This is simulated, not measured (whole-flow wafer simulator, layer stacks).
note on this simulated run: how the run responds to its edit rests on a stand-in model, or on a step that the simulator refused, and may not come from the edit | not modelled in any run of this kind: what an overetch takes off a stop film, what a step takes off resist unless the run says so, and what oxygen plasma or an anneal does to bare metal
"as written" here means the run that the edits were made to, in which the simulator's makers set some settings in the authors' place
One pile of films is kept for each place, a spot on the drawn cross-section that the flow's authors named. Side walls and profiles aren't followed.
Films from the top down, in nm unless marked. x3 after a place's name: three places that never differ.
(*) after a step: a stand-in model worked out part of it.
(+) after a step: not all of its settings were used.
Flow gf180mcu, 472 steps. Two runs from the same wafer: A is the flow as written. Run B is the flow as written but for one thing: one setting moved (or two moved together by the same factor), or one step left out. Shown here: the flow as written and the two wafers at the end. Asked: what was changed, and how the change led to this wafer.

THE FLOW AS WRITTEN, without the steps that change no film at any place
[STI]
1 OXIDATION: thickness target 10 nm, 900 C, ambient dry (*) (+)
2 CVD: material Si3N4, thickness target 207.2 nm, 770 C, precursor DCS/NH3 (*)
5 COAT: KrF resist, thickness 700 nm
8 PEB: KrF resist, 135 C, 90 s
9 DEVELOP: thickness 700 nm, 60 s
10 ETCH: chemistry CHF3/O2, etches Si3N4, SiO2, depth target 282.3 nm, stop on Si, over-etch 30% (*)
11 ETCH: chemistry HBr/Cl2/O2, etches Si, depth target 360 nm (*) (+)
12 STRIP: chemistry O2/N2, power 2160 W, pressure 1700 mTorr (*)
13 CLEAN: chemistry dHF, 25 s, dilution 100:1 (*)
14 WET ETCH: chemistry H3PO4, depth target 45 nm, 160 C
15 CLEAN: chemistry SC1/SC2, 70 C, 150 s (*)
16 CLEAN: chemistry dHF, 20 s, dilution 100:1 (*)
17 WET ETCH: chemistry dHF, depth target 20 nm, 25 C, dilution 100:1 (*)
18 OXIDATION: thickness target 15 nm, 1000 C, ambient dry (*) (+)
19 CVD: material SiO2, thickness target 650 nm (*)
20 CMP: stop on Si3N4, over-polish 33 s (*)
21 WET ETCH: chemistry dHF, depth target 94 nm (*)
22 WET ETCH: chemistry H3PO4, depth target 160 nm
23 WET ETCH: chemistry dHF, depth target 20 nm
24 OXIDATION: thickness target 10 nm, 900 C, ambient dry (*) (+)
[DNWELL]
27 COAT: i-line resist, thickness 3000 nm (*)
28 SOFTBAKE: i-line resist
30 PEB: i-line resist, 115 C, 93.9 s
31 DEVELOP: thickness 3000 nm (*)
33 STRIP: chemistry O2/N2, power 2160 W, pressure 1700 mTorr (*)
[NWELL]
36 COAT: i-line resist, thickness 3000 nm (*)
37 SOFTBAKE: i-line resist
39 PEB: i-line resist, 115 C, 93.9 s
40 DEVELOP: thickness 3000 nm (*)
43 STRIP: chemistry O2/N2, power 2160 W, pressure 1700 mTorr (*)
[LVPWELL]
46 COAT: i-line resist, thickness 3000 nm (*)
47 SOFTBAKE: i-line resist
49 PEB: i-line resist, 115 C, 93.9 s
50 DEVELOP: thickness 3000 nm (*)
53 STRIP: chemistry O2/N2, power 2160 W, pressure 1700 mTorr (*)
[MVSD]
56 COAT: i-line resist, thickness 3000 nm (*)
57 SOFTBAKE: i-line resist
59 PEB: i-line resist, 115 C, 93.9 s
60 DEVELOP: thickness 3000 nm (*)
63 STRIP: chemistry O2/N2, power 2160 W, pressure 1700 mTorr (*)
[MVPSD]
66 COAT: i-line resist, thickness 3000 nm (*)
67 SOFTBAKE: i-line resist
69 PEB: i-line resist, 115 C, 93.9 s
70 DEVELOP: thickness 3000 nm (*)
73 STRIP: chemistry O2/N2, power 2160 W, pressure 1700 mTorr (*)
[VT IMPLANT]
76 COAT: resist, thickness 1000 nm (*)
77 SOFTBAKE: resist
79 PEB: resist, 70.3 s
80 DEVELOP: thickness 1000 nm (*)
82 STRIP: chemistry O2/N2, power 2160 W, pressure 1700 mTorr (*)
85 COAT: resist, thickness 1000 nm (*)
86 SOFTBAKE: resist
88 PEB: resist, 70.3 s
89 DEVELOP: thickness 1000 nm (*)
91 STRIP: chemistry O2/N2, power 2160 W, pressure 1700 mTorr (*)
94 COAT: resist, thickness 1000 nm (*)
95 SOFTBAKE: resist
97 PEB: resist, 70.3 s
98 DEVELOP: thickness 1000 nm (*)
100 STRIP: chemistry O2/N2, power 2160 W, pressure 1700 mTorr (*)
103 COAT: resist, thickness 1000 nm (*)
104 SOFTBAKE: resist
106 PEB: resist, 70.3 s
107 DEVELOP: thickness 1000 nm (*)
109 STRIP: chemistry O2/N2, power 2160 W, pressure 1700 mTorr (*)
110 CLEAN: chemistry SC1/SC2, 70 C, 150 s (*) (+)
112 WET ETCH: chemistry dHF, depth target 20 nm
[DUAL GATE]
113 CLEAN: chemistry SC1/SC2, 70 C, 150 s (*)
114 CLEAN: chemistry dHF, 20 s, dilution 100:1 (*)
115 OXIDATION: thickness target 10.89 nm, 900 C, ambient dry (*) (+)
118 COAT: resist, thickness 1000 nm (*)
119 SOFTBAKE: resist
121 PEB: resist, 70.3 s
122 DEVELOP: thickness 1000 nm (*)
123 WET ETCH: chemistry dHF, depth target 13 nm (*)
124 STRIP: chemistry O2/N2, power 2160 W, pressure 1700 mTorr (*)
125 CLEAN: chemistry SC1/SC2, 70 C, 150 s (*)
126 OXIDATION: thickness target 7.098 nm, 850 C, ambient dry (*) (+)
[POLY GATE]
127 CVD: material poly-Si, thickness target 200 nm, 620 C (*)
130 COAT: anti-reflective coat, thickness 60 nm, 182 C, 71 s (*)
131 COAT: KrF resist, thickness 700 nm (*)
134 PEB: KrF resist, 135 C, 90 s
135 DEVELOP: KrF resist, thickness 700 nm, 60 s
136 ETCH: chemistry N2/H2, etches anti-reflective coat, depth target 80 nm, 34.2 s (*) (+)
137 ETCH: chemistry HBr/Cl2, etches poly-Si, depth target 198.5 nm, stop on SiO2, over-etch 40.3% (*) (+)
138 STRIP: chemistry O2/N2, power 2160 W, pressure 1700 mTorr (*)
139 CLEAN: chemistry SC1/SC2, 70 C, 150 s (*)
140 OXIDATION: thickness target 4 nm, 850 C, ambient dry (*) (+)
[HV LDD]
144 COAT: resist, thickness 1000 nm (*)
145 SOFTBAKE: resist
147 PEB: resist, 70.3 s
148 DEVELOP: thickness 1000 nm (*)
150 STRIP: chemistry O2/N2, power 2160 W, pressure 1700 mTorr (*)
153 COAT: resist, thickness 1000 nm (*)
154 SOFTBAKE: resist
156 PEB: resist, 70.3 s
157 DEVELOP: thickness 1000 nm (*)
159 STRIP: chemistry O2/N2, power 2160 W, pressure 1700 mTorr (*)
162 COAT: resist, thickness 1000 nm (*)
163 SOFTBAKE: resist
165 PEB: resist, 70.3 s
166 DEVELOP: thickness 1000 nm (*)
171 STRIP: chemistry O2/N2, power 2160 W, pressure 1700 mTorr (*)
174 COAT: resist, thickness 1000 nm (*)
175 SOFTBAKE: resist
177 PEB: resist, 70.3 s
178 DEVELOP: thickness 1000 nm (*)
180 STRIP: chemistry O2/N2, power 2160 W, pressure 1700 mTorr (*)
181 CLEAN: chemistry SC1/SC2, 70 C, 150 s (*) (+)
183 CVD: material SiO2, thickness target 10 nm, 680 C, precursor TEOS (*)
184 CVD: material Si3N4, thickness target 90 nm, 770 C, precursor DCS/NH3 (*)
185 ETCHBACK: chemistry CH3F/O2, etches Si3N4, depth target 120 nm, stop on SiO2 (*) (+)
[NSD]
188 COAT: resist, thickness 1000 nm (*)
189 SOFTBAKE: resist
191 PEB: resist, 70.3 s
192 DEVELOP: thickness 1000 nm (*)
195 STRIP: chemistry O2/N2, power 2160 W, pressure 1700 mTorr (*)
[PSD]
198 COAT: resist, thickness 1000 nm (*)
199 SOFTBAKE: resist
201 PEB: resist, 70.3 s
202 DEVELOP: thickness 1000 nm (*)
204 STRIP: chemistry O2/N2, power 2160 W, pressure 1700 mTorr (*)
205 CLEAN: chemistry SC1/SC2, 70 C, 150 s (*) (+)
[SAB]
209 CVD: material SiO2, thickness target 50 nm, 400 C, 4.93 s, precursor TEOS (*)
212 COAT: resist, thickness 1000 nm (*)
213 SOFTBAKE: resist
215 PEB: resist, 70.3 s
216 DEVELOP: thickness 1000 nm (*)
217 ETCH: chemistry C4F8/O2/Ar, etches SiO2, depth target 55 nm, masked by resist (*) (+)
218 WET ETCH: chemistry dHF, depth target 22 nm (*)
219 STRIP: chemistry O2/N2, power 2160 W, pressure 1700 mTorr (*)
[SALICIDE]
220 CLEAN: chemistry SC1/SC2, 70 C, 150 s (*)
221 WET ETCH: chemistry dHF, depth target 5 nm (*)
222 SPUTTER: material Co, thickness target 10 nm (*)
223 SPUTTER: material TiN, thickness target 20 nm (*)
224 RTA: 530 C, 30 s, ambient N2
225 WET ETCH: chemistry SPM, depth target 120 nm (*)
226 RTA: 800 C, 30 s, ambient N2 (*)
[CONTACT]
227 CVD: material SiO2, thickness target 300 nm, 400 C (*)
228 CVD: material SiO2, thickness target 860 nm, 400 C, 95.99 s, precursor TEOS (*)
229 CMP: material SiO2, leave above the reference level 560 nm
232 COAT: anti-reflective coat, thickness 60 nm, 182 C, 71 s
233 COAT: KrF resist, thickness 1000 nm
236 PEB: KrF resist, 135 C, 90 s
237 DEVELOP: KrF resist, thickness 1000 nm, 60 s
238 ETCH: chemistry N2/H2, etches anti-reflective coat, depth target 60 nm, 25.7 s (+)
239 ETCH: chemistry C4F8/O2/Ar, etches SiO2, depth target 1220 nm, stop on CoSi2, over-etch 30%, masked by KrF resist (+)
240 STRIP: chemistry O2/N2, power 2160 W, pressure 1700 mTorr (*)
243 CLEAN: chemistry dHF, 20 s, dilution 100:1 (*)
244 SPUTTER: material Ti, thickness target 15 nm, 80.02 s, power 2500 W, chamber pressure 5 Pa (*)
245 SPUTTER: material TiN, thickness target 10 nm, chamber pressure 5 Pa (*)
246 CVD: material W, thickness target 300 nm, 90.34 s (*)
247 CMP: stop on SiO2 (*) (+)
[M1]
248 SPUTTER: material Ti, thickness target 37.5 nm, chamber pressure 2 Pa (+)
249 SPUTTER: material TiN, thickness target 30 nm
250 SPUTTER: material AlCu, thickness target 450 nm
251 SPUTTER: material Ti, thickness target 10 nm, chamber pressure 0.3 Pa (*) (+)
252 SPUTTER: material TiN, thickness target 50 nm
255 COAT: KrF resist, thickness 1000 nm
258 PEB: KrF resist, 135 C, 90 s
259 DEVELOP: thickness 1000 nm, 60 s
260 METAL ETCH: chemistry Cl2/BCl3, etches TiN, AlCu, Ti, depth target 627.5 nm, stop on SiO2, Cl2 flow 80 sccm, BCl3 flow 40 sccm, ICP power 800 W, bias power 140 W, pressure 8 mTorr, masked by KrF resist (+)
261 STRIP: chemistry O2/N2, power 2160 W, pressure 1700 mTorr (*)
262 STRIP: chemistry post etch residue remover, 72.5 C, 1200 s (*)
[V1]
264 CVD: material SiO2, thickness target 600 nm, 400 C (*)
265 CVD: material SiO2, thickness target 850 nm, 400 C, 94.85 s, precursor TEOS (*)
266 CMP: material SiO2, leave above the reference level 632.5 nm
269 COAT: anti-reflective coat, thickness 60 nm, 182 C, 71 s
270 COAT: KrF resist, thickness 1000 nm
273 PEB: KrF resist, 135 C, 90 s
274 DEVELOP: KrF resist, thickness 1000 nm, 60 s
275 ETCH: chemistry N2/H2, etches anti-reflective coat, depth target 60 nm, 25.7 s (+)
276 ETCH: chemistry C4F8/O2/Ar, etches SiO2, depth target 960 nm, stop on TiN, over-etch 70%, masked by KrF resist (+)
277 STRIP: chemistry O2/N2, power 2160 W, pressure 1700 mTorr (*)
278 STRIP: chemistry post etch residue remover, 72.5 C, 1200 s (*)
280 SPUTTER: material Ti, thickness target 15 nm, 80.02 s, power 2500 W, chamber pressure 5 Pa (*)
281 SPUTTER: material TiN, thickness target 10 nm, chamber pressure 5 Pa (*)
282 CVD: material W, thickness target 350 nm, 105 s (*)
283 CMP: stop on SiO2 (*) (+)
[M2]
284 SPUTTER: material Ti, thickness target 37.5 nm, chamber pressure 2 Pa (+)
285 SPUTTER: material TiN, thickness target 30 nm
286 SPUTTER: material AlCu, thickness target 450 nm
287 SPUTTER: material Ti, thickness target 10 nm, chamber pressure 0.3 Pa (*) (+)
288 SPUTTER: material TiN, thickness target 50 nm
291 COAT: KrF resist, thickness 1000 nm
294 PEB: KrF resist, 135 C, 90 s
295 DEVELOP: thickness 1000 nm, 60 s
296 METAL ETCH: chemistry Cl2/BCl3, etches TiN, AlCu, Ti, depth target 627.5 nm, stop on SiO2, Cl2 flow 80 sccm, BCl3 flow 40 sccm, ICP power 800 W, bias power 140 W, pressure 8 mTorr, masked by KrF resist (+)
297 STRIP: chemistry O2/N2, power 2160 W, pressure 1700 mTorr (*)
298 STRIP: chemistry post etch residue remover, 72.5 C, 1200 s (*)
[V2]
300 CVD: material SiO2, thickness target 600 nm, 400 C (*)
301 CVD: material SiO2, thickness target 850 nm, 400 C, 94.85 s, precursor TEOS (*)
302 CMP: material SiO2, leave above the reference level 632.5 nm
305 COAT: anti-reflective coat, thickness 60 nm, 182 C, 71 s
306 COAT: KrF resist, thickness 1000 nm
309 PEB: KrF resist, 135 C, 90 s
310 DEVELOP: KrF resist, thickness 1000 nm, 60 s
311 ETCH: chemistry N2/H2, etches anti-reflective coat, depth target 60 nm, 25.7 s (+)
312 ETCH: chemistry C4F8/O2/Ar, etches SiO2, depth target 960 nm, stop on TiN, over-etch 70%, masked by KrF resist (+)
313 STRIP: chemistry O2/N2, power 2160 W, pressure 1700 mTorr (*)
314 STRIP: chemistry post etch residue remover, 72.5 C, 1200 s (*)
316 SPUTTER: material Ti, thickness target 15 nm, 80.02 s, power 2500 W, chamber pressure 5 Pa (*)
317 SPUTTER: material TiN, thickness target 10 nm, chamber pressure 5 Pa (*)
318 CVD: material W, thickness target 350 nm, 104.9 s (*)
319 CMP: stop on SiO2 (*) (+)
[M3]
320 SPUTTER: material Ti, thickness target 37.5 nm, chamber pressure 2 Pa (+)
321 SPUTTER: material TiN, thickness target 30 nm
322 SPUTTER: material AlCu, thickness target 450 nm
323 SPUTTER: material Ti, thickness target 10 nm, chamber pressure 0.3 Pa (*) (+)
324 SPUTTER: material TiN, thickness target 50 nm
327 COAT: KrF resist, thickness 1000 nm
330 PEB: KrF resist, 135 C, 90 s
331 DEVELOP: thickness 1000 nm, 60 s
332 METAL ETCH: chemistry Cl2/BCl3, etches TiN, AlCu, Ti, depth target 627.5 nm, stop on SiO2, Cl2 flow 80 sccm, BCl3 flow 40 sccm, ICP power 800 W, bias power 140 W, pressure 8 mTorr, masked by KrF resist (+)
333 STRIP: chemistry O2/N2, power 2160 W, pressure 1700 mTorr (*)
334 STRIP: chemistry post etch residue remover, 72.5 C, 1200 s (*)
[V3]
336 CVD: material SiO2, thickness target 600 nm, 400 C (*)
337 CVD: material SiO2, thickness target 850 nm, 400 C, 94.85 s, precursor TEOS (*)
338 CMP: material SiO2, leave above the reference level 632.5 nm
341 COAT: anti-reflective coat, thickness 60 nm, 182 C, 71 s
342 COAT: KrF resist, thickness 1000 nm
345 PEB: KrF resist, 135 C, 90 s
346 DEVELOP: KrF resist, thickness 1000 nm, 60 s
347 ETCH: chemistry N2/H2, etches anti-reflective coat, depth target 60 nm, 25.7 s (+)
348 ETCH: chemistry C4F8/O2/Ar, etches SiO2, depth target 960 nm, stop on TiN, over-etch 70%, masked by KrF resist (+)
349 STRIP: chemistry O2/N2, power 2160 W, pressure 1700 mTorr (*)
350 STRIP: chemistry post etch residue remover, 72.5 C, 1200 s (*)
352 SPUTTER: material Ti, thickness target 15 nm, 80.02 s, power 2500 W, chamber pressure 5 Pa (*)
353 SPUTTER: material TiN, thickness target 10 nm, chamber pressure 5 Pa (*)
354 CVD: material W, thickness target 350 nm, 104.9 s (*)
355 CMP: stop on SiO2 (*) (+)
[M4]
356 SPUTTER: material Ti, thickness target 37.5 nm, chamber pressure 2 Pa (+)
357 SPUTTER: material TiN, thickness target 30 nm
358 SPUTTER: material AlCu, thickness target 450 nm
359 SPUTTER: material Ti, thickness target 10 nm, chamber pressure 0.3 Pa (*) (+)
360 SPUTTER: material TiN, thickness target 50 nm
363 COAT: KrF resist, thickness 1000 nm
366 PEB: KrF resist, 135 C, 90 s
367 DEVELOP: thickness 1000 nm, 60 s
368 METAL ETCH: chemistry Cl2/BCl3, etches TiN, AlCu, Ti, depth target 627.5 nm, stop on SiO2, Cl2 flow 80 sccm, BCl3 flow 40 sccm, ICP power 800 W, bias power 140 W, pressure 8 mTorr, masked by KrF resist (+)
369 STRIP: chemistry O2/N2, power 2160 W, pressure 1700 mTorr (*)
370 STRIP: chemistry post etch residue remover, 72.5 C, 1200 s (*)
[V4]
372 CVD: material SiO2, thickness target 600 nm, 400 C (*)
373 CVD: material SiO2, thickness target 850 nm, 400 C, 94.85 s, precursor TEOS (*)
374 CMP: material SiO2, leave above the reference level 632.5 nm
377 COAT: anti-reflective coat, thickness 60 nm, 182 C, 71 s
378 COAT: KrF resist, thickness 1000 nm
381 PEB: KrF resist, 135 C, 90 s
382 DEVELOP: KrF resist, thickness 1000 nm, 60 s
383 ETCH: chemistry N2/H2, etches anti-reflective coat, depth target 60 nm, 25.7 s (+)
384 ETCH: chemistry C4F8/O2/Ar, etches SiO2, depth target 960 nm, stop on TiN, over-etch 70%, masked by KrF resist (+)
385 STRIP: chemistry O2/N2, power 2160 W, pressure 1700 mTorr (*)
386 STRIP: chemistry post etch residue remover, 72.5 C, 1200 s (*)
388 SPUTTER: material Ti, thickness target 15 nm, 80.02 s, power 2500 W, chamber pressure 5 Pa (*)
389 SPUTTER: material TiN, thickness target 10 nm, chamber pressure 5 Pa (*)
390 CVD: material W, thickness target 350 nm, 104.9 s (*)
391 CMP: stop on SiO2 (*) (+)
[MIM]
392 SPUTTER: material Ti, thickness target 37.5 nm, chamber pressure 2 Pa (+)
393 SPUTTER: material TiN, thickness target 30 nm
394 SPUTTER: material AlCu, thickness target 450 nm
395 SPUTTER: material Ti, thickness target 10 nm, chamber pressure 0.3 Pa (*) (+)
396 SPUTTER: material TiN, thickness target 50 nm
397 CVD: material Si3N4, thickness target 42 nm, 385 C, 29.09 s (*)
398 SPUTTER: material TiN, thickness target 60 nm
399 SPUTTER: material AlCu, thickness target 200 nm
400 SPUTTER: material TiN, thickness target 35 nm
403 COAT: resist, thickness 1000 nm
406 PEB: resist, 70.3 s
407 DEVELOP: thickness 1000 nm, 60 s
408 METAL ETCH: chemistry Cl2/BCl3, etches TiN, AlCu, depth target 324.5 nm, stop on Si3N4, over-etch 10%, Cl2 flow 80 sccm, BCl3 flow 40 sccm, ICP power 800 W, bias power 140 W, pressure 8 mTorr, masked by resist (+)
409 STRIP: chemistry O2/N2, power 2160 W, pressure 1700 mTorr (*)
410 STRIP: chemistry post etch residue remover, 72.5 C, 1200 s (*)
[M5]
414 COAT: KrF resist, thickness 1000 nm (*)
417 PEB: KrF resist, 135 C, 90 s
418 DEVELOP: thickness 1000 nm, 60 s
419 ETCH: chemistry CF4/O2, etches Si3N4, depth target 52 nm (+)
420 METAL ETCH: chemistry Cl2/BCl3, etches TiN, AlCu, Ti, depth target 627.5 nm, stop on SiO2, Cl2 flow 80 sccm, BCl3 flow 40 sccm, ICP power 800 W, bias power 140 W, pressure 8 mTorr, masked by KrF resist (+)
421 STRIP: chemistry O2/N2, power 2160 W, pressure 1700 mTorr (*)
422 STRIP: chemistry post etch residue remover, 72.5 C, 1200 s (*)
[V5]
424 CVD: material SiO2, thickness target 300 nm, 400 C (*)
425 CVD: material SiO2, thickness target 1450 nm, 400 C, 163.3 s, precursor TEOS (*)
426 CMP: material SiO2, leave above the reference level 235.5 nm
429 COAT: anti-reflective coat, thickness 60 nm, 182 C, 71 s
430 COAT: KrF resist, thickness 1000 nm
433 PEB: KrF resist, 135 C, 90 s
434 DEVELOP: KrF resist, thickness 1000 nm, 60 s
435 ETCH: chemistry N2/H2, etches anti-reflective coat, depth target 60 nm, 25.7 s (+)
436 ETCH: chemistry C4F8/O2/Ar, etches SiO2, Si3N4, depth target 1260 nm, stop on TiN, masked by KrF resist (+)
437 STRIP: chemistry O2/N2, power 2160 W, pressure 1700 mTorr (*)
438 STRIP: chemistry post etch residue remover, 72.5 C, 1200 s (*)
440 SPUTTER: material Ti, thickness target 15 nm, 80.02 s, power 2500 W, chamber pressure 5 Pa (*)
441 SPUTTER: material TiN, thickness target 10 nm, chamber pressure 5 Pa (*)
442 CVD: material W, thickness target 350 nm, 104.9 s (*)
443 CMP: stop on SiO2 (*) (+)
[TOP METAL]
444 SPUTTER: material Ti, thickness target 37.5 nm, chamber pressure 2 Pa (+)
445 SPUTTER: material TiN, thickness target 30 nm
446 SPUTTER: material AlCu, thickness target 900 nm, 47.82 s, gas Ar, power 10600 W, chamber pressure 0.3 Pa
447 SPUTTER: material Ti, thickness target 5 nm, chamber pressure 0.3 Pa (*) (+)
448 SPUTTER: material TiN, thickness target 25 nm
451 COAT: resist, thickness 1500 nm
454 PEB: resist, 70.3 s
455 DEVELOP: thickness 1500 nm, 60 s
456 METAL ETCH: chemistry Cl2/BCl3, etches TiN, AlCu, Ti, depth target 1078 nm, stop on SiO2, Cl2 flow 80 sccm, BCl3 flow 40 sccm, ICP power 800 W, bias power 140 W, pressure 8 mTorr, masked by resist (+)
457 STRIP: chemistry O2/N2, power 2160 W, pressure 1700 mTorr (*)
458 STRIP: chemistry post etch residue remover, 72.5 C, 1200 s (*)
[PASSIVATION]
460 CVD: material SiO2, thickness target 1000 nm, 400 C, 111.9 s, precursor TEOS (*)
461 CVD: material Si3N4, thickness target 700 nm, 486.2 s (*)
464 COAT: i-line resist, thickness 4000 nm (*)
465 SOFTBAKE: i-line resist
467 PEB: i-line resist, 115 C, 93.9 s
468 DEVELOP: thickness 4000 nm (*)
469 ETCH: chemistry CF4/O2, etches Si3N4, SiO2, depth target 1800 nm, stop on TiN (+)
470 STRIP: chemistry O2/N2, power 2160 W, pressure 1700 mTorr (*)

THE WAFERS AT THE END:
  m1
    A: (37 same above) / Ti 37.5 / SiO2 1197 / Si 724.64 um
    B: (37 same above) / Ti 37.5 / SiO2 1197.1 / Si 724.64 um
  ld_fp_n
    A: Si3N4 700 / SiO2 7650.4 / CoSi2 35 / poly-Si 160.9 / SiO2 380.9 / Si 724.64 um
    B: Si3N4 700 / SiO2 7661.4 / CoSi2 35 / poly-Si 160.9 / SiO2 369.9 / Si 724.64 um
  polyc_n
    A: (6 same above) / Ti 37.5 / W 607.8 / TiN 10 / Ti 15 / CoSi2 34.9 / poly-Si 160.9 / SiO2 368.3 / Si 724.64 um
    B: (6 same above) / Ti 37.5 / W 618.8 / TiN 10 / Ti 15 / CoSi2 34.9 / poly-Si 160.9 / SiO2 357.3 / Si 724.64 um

The cause: step 23, WET ETCH: depth target 28.5 nm was run, where the flow has depth target 20 nm.

How the change led to this, step by step:
  23 WET ETCH: chemistry dHF, depth target 20 nm
      field, field_sub, sti and 33 more: A SiO2 -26 | B SiO2 -37.1
      npoly_sal: A SiO2 -26 | B SiO2 -37
  28 SOFTBAKE: i-line resist
      nw_enc_fld: A i-line resist -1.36 | B i-line resist +2.6
      field: A i-line resist +2.45 | B i-line resist +1.66
      (and at 35 more places)
  37 SOFTBAKE: i-line resist
      nw_enc_fld: A i-line resist -1.36 | B i-line resist +2.6
      field: A i-line resist +2.45 | B i-line resist +1.66
      (and at 35 more places)
  47 SOFTBAKE: i-line resist
      nw_enc_fld: A i-line resist -1.36 | B i-line resist +2.6
      field: A i-line resist +2.45 | B i-line resist +1.66
      (and at 35 more places)
  57 SOFTBAKE: i-line resist
      nw_enc_fld: A i-line resist -1.36 | B i-line resist +2.6
      field: A i-line resist +2.45 | B i-line resist +1.66
      (and at 35 more places)
  67 SOFTBAKE: i-line resist
      nw_enc_fld: A i-line resist -1.36 | B i-line resist +2.6
      field: A i-line resist +2.45 | B i-line resist +1.66
      (and at 35 more places)
  77 SOFTBAKE: resist
      gate_p_hv: A resist +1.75 | B resist +1.18
      iso_ptap_sub: A resist +1.9 | B resist +1.38
  86 SOFTBAKE: resist
      gate_p_hv: A resist +1.75 | B resist +1.18
      iso_ptap_sub: A resist +1.9 | B resist +1.38
  95 SOFTBAKE: resist
      gate_p_hv: A resist +1.75 | B resist +1.18
      iso_ptap_sub: A resist +1.9 | B resist +1.38
  104 SOFTBAKE: resist
      gate_p_hv: A resist +1.75 | B resist +1.18
      iso_ptap_sub: A resist +1.9 | B resist +1.38
  119 SOFTBAKE: resist
      gate_p_hv: A resist +0.83 | B resist +0.25
      iso_ptap_sub: A resist +1.06 | B resist +0.54
  130 COAT: anti-reflective coat, thickness 60 nm, 182 C, 71 s (*)
      p_well, spacer, sd_n: A anti-reflective coat +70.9 (new film) | B anti-reflective coat +60.2 (new film)
      field__w1: A anti-reflective coat +50.8 (new film) | B anti-reflective coat +56.1 (new film)
      (and at 72 more places)
  136 ETCH: chemistry N2/H2, etches anti-reflective coat, depth target 80 nm, 34.2 s (*) (+)
      p_well, spacer, sd_n: A anti-reflective coat -70.9 (all of it), poly-Si -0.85 | B anti-reflective coat -60.2 (all of it), poly-Si -1.12
      field__w1: A anti-reflective coat -50.8 (all of it), poly-Si -1.37 | B anti-reflective coat -56.1 (all of it), poly-Si -1.23
      (and at 51 more places)
  138 STRIP: chemistry O2/N2, power 2160 W, pressure 1700 mTorr (*)
      gate: A chemical SiO2 +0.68 (new film), KrF resist -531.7 (all of it), anti-reflective coat -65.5 (all of it), poly-Si -0.3 | B chemical SiO2 +0.69 (new film), KrF resist -530.5 (all of it), anti-reflective coat -60.7 (all of it), poly-Si -0.3
      gate_hv: A chemical SiO2 +0.68 (new film), KrF resist -528.4 (all of it), anti-reflective coat -61 (all of it), poly-Si -0.3 | B chemical SiO2 +0.69 (new film), KrF resist -525.8 (all of it), anti-reflective coat -59.3 (all of it), poly-Si -0.3
      (and at 19 more places)
  144 COAT: resist, thickness 1000 nm (*)
      field__w6: A resist +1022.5 (new film) | B resist +1051.6 (new film)
  145 SOFTBAKE: resist
      field: A resist -0.3 | B resist +2.82
      nw_enc_fld_lv__w3: A resist +2.63 | B resist -0.92
      (and at 5 more places)
  ... 20 more steps ...
  229 CMP: material SiO2, leave above the reference level 560 nm
      ldn_sep__w1, ldn_sep__w2, ldn_dft and 8 more: A SiO2 -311 | B SiO2 -300
      sti, mim_1p0, pad, dice_street, iso_nw_fld, iso_fld_sub: A SiO2 -296.8 | B SiO2 -285.8
      (and at 48 more places)
